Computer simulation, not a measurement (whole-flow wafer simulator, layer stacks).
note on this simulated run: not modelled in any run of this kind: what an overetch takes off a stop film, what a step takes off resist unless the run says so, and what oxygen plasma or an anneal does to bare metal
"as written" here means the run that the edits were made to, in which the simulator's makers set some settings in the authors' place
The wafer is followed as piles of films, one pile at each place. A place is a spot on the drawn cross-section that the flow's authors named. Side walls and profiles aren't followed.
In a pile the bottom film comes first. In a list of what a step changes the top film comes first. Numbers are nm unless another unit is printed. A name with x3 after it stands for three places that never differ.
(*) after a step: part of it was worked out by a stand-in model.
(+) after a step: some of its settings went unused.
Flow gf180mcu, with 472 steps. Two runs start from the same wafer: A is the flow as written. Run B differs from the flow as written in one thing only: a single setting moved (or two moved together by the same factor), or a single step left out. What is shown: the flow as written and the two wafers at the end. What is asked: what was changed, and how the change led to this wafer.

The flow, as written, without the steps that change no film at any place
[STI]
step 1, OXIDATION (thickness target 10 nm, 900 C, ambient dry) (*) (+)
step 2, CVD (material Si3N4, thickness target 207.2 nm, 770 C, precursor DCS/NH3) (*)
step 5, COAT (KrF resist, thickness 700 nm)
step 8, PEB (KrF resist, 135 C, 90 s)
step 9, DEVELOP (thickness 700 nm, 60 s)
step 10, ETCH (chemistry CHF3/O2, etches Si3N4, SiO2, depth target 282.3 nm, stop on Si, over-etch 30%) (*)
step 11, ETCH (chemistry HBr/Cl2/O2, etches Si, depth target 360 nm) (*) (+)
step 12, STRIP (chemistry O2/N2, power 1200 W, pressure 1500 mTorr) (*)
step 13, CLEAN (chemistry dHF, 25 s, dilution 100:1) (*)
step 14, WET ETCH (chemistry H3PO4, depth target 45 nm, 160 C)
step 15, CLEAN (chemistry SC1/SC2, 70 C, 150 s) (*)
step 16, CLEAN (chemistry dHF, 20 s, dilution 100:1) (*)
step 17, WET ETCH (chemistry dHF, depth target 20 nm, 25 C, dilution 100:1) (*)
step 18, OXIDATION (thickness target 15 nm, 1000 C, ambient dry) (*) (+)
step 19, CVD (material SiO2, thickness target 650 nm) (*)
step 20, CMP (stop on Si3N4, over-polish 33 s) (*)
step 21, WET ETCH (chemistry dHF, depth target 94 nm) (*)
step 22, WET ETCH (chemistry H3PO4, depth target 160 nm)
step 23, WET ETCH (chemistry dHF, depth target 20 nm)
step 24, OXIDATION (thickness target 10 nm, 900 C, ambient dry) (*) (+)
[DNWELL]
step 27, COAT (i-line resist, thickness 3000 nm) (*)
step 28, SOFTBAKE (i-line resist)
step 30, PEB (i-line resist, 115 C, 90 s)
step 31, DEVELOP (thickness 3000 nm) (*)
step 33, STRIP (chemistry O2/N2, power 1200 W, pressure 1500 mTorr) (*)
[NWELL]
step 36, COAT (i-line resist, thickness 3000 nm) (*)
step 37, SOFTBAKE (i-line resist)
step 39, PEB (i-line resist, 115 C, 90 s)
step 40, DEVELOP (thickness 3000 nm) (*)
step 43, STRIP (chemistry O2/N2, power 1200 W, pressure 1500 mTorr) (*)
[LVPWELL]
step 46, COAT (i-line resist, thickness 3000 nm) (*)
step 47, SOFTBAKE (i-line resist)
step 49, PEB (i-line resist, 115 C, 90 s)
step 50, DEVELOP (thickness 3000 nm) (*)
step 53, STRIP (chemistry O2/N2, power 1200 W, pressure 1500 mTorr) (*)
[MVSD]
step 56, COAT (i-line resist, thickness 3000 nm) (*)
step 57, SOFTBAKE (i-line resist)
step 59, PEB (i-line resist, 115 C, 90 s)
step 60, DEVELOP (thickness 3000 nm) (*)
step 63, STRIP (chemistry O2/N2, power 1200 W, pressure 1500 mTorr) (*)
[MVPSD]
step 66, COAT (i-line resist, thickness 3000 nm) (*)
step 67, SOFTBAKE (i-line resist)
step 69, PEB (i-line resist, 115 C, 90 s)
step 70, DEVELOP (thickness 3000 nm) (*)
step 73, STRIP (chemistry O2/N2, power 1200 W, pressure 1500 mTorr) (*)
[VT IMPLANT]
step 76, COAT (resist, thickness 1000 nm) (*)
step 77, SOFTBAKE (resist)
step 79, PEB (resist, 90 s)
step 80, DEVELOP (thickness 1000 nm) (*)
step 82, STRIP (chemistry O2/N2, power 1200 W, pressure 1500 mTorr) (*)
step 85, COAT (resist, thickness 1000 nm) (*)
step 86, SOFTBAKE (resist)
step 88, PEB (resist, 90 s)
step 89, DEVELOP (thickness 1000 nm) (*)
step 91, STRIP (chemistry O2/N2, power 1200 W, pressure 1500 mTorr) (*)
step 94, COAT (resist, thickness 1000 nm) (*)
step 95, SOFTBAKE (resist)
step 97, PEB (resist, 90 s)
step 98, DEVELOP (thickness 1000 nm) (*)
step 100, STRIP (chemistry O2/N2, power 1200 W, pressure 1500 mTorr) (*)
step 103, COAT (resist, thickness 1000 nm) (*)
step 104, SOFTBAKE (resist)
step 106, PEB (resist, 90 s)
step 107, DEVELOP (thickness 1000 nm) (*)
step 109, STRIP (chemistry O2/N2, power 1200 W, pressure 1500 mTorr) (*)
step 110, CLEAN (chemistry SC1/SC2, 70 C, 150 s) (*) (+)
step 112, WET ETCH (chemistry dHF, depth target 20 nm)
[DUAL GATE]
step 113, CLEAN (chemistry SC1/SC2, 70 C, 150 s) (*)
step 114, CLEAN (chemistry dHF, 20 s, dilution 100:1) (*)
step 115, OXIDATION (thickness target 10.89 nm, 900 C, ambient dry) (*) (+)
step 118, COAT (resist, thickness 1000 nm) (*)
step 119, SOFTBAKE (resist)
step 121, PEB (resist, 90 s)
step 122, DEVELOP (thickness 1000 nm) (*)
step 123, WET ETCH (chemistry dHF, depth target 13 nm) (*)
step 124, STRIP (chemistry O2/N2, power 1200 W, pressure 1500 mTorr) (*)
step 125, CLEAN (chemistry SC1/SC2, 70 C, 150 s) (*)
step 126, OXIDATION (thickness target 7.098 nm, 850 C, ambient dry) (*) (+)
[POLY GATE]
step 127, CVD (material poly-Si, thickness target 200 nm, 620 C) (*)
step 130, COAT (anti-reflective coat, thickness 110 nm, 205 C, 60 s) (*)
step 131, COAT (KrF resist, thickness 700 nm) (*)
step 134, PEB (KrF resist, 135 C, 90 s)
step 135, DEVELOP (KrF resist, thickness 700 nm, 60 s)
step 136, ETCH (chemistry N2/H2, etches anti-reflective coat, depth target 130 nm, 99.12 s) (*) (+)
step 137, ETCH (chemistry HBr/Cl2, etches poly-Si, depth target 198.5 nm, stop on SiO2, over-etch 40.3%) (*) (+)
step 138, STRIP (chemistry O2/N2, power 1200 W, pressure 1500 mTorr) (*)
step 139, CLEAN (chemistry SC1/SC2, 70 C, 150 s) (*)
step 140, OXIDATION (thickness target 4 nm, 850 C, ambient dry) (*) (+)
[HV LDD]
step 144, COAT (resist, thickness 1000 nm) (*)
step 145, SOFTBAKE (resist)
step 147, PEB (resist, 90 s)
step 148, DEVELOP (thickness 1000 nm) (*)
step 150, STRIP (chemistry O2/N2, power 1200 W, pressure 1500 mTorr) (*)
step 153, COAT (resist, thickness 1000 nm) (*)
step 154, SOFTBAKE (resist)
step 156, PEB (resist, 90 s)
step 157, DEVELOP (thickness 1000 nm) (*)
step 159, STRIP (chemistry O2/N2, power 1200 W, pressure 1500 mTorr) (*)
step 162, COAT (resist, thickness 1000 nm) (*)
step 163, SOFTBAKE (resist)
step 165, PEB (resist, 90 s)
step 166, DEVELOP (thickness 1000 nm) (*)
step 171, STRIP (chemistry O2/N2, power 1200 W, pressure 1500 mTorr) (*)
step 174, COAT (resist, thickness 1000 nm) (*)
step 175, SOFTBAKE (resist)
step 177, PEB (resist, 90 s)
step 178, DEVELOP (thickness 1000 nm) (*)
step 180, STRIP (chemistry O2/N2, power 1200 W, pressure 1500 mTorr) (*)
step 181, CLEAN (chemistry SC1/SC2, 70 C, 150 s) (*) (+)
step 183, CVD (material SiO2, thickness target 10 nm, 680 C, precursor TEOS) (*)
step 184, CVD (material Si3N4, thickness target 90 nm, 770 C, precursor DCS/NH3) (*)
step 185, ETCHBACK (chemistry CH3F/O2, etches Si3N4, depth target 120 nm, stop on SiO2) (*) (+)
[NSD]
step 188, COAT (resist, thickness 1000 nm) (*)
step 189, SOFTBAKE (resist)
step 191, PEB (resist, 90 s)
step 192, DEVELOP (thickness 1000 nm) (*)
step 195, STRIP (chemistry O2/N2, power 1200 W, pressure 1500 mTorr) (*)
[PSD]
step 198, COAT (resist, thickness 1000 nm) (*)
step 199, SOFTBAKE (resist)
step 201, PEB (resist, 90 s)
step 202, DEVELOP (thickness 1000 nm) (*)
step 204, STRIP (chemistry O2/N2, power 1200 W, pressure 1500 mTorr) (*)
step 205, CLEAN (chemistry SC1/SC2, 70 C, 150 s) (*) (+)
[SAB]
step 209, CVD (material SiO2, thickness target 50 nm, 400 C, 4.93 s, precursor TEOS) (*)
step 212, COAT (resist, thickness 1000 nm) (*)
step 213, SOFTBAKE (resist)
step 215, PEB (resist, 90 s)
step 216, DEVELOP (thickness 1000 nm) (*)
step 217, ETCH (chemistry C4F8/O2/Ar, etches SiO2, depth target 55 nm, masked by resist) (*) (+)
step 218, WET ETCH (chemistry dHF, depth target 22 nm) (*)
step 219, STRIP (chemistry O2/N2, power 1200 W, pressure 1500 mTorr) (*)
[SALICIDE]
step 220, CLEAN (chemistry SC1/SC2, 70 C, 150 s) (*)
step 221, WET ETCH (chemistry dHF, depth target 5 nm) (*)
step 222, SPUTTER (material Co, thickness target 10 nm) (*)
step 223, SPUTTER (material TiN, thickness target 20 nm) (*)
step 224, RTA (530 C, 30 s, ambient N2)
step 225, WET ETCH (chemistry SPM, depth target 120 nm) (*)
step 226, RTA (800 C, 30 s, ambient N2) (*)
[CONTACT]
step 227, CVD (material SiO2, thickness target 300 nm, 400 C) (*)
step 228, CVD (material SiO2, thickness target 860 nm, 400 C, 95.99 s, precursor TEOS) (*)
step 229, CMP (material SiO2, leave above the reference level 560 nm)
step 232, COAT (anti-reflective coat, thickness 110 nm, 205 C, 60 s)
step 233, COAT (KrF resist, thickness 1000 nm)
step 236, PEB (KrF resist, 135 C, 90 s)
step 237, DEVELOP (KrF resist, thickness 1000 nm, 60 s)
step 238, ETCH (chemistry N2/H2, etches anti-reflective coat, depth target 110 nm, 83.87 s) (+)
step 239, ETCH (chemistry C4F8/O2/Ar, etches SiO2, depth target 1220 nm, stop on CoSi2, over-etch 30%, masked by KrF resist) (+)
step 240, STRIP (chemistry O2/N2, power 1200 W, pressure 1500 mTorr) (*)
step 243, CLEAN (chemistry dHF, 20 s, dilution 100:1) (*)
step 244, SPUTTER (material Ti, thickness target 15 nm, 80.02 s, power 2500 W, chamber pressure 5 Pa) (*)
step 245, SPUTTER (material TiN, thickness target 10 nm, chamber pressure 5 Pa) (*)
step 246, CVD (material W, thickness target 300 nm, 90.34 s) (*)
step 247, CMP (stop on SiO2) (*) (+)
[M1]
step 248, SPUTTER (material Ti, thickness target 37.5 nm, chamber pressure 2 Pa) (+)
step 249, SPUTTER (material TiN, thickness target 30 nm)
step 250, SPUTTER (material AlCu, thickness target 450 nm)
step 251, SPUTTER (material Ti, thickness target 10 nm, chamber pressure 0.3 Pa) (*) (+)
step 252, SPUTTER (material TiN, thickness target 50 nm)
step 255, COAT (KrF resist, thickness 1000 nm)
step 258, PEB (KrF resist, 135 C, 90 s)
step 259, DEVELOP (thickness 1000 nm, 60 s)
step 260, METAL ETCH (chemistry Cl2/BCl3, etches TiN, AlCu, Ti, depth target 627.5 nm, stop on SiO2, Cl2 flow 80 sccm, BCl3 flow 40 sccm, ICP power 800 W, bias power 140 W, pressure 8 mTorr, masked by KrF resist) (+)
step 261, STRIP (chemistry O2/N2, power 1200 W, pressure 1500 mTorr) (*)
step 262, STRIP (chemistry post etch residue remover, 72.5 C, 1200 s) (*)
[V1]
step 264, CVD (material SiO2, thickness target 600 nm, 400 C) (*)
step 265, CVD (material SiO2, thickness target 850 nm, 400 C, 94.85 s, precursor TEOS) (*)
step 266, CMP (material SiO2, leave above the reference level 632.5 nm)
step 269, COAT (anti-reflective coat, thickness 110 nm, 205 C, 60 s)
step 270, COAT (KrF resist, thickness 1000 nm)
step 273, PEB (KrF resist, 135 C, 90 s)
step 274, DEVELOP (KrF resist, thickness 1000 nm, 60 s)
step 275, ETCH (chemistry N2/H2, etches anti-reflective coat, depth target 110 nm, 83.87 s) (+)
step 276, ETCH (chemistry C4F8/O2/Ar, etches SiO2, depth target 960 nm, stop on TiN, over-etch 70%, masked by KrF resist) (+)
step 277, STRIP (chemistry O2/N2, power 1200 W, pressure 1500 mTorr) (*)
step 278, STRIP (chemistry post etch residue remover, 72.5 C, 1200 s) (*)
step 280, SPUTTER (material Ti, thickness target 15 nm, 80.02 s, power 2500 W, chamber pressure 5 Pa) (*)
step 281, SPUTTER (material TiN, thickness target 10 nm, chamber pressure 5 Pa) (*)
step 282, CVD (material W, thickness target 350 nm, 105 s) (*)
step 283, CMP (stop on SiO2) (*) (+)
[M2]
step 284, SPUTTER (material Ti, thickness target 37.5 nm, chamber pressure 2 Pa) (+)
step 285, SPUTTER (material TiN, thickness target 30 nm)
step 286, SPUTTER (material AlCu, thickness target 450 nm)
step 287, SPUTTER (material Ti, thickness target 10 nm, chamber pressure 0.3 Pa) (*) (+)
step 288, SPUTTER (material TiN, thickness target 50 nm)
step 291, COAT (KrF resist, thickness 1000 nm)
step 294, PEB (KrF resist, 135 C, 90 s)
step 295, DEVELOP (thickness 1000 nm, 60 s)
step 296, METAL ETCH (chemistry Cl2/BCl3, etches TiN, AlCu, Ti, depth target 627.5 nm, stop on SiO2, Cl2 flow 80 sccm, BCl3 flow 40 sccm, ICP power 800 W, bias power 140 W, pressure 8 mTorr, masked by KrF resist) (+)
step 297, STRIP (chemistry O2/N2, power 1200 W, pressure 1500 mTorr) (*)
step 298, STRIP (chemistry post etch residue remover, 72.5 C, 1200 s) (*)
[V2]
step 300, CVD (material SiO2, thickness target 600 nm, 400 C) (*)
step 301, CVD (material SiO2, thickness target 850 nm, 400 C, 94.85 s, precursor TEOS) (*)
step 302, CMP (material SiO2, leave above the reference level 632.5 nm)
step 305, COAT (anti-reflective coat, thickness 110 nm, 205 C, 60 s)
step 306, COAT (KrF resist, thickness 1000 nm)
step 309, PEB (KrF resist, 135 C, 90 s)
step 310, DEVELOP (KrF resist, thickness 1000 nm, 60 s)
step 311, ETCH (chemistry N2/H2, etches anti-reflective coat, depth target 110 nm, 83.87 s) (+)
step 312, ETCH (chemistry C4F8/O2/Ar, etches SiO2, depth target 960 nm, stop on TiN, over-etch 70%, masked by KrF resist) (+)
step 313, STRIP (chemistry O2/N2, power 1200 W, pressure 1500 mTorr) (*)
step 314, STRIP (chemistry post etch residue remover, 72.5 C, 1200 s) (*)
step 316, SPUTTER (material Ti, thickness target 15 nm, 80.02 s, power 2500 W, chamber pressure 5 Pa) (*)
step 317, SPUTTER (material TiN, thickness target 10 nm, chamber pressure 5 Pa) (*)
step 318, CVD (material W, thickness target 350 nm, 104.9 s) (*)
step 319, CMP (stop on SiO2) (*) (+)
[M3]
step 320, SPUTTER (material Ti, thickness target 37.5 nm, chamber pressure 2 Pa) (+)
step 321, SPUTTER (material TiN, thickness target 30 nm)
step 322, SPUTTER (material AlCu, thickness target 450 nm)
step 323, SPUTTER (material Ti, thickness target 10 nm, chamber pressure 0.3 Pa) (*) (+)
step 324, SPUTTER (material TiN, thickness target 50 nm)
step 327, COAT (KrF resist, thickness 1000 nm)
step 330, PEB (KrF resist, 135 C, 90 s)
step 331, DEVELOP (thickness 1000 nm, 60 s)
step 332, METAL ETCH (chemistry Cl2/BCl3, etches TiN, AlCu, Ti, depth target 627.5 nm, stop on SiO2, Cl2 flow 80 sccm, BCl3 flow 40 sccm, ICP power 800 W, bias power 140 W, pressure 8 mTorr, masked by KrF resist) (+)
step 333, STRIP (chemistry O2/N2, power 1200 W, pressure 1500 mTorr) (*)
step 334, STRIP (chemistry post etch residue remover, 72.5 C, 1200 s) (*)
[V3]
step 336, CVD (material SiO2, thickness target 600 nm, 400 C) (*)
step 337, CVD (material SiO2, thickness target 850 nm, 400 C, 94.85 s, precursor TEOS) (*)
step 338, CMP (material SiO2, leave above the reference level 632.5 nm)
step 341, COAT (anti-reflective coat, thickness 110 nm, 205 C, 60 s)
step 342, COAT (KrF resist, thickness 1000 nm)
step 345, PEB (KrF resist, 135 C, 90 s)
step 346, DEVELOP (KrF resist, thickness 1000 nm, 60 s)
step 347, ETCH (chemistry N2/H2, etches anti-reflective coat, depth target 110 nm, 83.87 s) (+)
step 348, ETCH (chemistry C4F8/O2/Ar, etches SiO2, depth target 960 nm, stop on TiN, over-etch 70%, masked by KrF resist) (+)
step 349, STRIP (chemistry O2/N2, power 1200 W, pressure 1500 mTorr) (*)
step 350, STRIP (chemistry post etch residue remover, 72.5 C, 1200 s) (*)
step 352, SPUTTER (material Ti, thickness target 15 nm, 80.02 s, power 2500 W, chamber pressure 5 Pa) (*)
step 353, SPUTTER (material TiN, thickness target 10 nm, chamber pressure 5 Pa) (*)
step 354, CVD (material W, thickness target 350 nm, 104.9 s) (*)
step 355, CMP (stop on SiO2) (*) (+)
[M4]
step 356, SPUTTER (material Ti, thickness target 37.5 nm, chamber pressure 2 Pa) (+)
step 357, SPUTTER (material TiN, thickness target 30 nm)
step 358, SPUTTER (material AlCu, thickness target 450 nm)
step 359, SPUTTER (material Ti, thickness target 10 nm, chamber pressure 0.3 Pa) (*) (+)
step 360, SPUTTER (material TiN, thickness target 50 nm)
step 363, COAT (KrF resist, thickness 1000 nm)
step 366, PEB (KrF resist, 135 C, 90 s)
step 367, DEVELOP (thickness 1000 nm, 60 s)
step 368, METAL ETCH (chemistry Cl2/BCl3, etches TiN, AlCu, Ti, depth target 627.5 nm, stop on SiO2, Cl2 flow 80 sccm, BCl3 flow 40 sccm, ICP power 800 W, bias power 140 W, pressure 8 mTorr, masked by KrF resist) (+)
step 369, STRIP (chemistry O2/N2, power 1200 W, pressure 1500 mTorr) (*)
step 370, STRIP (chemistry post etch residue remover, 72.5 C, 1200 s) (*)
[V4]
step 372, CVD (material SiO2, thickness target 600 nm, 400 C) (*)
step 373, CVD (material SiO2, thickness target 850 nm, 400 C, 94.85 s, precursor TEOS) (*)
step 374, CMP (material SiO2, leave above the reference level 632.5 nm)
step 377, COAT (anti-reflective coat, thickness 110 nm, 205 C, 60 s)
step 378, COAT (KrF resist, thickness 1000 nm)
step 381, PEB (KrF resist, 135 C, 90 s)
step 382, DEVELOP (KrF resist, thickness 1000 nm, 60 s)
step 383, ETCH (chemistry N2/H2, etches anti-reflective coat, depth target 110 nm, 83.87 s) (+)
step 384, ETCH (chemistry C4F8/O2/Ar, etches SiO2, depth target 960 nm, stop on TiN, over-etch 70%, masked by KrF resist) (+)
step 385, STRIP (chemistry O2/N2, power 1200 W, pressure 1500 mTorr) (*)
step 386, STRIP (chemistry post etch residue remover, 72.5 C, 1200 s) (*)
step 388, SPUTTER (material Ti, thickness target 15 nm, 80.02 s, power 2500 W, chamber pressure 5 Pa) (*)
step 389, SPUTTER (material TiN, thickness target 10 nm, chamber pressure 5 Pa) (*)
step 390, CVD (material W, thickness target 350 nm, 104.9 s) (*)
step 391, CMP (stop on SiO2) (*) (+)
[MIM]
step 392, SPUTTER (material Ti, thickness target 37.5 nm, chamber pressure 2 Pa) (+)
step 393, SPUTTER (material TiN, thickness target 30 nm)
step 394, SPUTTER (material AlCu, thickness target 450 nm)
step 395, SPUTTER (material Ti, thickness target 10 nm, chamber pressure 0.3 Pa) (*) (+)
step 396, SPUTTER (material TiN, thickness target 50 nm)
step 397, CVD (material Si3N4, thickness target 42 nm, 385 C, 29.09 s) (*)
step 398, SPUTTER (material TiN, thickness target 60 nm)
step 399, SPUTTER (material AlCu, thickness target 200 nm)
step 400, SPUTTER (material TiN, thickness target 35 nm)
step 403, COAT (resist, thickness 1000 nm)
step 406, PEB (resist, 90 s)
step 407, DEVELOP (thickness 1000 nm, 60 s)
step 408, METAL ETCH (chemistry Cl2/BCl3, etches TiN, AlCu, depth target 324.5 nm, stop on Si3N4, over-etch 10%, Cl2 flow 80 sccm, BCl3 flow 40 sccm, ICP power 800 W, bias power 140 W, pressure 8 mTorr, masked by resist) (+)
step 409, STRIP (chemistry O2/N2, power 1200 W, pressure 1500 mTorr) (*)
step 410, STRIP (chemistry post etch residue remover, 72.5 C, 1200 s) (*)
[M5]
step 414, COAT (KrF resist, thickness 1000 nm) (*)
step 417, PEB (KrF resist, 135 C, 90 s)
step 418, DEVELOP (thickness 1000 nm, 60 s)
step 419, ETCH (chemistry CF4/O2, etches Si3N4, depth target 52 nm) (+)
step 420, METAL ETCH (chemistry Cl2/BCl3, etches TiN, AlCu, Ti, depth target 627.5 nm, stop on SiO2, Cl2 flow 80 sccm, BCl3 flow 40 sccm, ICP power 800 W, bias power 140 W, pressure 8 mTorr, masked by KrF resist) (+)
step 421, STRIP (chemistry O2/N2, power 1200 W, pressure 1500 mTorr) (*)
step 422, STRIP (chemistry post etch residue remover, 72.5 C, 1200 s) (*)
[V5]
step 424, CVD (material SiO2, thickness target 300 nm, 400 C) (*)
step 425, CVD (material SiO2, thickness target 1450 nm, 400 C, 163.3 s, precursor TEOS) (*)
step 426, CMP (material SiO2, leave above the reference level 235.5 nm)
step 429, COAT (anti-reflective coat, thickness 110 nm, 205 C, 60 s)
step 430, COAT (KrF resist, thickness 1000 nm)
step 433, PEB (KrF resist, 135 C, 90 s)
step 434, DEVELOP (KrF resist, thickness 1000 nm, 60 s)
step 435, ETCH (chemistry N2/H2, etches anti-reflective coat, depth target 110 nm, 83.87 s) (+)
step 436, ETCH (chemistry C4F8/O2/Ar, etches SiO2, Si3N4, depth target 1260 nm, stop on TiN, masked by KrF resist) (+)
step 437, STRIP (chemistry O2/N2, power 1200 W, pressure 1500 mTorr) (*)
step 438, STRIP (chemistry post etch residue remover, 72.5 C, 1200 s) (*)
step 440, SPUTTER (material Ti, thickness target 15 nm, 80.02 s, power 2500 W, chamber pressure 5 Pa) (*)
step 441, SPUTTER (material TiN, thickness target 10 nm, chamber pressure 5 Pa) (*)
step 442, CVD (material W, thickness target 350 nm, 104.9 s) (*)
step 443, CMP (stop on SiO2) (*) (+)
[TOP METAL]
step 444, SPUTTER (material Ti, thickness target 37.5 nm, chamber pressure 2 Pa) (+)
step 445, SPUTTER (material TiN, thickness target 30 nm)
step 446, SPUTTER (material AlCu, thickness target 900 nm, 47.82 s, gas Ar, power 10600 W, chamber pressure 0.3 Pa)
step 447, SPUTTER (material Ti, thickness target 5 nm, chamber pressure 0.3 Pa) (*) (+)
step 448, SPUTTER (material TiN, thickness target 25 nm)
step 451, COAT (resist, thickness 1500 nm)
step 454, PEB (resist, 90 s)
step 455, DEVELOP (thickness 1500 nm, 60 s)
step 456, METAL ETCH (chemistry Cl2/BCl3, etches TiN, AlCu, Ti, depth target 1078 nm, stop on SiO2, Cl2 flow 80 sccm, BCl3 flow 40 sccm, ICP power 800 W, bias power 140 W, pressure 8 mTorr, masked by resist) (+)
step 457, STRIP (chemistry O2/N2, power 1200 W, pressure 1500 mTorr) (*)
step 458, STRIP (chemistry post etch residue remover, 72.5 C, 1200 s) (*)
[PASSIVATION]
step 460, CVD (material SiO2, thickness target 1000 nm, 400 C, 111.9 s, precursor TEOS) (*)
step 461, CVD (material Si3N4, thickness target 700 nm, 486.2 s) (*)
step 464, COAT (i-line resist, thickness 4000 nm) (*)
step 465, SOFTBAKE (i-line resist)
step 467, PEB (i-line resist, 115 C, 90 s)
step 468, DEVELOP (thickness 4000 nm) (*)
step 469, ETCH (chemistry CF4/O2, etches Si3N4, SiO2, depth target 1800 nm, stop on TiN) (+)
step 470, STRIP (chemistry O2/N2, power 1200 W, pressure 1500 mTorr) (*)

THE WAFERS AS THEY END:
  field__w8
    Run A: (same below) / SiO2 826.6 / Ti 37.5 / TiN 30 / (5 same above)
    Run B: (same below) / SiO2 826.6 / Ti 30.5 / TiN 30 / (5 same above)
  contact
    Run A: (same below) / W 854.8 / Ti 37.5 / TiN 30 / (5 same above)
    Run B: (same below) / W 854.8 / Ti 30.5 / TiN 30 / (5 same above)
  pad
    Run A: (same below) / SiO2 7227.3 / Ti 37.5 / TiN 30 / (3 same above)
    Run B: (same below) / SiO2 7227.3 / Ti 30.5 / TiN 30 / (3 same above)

What caused this: step 444, SPUTTER: thickness target 30.47 nm was run, though the flow has thickness target 37.5 nm.
The wafer itself shows it: field__w8 has Ti 30.5, and step 444 as written asks for 37.5 nm.

The path from the change to this, step by step:
  step 444, SPUTTER (material Ti, thickness target 37.5 nm, chamber pressure 2 Pa) (+)
      field, field__w1, field__w2 and 109 more: A Ti gains 37.5 (new film) | B Ti gains 30.5 (new film)
  step 456, METAL ETCH (chemistry Cl2/BCl3, etches TiN, AlCu, Ti, depth target 1078 nm, stop on SiO2, Cl2 flow 80 sccm, BCl3 flow 40 sccm, ICP power 800 W, bias power 140 W, pressure 8 mTorr, masked by resist) (+)
      field, field__w1, field__w2 and 103 more: A TiN loses 25 (all of it), Ti loses 5 (all of it), AlCu loses 900 (all of it), TiN loses 30 (all of it), Ti loses 37.5 (all of it) | B TiN loses 25 (all of it), Ti loses 5 (all of it), AlCu loses 900 (all of it), TiN loses 30 (all of it), Ti loses 30.5 (all of it)
